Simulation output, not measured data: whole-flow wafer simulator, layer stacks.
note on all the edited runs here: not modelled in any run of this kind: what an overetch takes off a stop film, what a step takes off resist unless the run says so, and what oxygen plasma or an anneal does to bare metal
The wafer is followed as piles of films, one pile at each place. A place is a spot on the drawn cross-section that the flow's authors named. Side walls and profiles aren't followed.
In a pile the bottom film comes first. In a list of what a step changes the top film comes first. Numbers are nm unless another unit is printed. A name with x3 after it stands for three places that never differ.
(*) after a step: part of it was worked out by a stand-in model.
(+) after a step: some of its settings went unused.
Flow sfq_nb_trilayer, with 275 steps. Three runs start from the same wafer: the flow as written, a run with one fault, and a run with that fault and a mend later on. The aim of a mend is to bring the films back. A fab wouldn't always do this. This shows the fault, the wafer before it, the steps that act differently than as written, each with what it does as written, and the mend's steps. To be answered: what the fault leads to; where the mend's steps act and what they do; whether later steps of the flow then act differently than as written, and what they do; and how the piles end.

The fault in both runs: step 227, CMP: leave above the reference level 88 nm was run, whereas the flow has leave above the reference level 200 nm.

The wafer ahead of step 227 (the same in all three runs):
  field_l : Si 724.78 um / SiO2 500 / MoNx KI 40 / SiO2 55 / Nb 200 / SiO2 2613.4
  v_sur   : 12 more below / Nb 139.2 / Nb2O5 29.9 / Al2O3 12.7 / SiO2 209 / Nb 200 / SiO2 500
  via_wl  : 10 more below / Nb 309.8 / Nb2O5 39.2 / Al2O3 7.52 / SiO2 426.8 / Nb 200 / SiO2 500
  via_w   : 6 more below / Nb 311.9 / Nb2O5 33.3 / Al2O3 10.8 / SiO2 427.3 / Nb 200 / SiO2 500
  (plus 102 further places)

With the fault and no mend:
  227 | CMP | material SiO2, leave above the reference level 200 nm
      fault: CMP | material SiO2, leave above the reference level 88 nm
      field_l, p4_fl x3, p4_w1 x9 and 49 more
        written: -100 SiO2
        fault: -212 SiO2
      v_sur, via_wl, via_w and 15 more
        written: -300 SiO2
        fault: -412 SiO2
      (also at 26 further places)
  Steps later in the flow that act otherwise than as written (3 other steps are not shown; they differ only slightly, by no more than 2% or 0.5 nm, whichever is larger):
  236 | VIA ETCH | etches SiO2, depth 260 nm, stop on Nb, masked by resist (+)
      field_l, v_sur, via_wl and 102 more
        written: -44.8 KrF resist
        fault: -22.7 KrF resist
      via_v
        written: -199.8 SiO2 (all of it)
        fault: -87.8 SiO2 (all of it)
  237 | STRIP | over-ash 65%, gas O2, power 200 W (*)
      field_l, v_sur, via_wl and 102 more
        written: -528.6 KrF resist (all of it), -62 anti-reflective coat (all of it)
        fault: -550.7 KrF resist (all of it), -62 anti-reflective coat (all of it)
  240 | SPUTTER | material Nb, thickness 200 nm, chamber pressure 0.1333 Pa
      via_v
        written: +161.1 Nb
        fault: +188.8 Nb
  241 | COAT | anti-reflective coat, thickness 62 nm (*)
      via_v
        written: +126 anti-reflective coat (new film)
        fault: +100.5 anti-reflective coat (new film)
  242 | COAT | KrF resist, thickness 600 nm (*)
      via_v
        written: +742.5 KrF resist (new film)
        fault: +646.5 KrF resist (new film)
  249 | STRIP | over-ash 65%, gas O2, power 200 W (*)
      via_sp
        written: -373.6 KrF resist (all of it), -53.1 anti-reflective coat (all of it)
        fault: -382.6 KrF resist (all of it), -53.5 anti-reflective coat (all of it)
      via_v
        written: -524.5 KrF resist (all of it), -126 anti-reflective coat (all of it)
        fault: -428.8 KrF resist (all of it), -100.5 anti-reflective coat (all of it)
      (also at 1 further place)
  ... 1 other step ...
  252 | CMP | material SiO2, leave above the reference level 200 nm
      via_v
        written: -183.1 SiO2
        fault: -201.8 SiO2
  By the end, the piles at field_l, v_sur, via_wl and 103 more depart from the flow's by more than 2% or 0.5 nm, whichever is larger.
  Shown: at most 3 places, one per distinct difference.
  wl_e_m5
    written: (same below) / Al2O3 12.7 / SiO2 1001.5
    fault: (same below) / Al2O3 12.7 / SiO2 889.5
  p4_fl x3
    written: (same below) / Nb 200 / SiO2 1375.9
    fault: (same below) / Nb 200 / SiO2 1263.9
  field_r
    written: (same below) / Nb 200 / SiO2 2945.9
    fault: (same below) / Nb 200 / SiO2 2833.9

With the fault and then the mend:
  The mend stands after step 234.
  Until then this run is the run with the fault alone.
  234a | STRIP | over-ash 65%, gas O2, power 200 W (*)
      field_l, v_sur, via_wl and 102 more
        -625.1 KrF resist (all of it), -62 anti-reflective coat (all of it)
      via_v
        -62 anti-reflective coat (all of it)
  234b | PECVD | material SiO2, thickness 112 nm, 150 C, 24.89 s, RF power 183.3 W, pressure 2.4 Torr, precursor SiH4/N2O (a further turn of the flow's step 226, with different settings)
      field_l, v_sur, via_wl and 103 more
        +112 SiO2
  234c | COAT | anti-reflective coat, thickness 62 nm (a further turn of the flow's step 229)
      field_l, v_sur, via_wl and 103 more
        +62 anti-reflective coat (new film)
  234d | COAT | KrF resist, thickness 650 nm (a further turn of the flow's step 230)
      field_l, v_sur, via_wl and 103 more
        +650 KrF resist (new film)
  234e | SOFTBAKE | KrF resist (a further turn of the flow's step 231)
      alters no film at any place that is followed
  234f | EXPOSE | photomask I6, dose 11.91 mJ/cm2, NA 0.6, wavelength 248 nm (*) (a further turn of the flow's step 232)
      alters no film at any place that is followed
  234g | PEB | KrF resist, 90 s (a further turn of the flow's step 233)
      field_l, v_sur, via_wl and 103 more
        -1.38 KrF resist
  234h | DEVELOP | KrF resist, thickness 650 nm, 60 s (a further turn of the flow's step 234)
      field_l, v_sur, via_wl and 102 more
        -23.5 KrF resist
      via_v
        -648.6 KrF resist (all of it)
  Every later step of the flow that is run acts as written at every place that is followed.
  The piles end the same as the flow's at every place that both follow.
